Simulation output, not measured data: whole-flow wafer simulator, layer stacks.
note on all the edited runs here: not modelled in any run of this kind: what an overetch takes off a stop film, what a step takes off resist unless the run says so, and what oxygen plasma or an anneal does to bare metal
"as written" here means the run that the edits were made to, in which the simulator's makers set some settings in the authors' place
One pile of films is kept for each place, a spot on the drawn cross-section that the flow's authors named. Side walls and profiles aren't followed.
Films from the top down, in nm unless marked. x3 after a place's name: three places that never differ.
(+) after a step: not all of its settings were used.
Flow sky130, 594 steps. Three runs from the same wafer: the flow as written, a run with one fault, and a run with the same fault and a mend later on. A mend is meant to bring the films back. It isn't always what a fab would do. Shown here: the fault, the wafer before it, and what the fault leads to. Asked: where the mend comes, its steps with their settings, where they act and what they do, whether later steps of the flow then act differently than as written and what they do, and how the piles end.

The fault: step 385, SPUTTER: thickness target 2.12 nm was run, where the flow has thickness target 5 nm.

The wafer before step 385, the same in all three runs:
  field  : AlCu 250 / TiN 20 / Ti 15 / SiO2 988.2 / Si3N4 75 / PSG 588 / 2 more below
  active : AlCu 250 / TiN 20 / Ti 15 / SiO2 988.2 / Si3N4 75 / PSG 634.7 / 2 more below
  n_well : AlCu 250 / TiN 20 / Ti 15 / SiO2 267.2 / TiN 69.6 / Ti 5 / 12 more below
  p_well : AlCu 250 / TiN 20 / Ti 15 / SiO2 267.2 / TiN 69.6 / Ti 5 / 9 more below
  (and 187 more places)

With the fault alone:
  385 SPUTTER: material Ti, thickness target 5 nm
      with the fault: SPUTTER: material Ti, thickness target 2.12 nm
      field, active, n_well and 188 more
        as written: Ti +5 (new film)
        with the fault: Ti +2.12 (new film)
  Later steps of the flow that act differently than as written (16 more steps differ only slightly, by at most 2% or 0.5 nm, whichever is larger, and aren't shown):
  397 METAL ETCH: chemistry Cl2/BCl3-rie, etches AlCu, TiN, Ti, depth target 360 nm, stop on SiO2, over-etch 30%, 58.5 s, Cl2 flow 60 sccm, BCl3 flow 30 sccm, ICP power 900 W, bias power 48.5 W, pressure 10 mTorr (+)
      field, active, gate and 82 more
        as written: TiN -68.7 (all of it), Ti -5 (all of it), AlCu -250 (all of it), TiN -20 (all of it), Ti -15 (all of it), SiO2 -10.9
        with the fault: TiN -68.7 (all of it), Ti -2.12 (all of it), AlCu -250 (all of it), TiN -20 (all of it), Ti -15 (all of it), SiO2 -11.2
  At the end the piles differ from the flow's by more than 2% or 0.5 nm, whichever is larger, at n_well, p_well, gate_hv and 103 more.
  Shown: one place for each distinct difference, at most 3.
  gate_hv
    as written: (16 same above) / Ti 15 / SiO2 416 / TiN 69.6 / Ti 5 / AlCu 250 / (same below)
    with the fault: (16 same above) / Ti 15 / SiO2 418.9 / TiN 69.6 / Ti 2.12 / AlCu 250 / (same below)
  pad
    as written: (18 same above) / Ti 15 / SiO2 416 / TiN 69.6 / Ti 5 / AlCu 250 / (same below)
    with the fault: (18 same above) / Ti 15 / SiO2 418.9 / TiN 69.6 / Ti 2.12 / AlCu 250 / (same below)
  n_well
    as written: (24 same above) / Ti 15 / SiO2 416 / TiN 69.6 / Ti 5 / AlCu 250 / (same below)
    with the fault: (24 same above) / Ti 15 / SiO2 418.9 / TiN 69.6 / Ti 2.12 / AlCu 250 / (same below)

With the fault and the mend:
  The mend comes after step 385.
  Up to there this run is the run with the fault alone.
  385a SPUTTER: material Ti, thickness target 2.88 nm (the flow's step 385 once more, with other settings)
      field, active, n_well and 188 more
        Ti +2.88
  No later step of the flow acts differently than as written at any place that is followed.
  At the end the piles are the same as the flow's at every place that both follow.
